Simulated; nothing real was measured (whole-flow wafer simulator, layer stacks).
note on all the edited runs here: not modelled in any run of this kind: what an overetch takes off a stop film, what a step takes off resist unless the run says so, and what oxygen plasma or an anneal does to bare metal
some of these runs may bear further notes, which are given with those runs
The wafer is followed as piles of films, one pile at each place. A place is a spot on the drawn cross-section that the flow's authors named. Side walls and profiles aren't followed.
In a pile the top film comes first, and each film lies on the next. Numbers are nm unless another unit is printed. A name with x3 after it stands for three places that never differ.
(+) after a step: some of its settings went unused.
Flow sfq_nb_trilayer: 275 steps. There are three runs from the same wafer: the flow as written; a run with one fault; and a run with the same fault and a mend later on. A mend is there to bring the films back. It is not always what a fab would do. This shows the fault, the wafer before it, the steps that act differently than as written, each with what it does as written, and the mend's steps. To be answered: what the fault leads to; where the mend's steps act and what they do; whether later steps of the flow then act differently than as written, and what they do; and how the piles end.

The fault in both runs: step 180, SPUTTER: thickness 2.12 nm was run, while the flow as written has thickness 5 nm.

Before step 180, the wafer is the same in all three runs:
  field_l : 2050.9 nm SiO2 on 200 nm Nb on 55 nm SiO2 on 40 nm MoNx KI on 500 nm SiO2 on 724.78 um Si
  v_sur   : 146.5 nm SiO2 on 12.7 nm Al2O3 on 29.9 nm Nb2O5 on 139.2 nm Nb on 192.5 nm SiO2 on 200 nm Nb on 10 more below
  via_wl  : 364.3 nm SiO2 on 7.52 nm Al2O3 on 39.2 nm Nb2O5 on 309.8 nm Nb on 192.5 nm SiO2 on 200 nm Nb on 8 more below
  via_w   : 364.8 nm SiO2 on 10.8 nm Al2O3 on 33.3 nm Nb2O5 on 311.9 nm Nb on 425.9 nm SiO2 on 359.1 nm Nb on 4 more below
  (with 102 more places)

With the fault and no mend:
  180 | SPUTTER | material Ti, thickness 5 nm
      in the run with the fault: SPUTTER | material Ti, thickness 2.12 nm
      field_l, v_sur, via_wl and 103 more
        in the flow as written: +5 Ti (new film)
        in the run with the fault: +2.12 Ti (new film)
  Steps further on in the flow that do not act as written (20 other steps are not shown; they differ only slightly, by no more than 2% or 0.5 nm, whichever is larger):
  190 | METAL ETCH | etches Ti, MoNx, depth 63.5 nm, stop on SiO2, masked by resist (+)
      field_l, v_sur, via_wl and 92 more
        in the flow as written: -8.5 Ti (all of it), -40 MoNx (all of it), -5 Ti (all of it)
        in the run with the fault: -8.5 Ti (all of it), -40 MoNx (all of it), -2.12 Ti (all of it)
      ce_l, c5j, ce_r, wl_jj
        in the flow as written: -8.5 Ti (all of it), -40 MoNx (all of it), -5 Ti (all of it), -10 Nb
        in the run with the fault: -8.5 Ti (all of it), -40 MoNx (all of it), -2.12 Ti (all of it), -12.9 Nb
  The piles end different from the flow's at be_r, r_sur, res, r_end, r5r_line_l, r5r_line_c, r5r_line_r by more than 2% or 0.5 nm, whichever is larger.
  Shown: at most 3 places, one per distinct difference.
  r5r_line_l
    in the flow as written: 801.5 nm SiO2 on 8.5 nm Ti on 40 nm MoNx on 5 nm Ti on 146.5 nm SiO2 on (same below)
    in the run with the fault: 804.4 nm SiO2 on 8.5 nm Ti on 40 nm MoNx on 2.12 nm Ti on 146.5 nm SiO2 on (same below)
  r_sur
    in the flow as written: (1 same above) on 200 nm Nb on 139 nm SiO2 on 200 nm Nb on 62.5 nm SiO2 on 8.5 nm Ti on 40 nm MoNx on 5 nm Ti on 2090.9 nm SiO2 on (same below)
    in the run with the fault: (1 same above) on 200 nm Nb on 141.9 nm SiO2 on 200 nm Nb on 62.5 nm SiO2 on 8.5 nm Ti on 40 nm MoNx on 2.12 nm Ti on 2090.9 nm SiO2 on (same below)
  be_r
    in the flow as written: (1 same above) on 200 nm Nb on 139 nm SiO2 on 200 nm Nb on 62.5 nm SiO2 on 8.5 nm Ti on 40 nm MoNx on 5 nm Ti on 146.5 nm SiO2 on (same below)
    in the run with the fault: (1 same above) on 200 nm Nb on 141.9 nm SiO2 on 200 nm Nb on 62.5 nm SiO2 on 8.5 nm Ti on 40 nm MoNx on 2.12 nm Ti on 146.5 nm SiO2 on (same below)

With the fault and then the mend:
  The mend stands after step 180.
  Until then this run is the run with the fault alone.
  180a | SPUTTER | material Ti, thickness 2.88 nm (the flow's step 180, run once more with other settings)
      field_l, v_sur, via_wl and 103 more
        +2.88 Ti
  None of the later steps of the flow acts differently than as written at any place that is followed.
  The piles end the same as the flow's at every place that both follow.
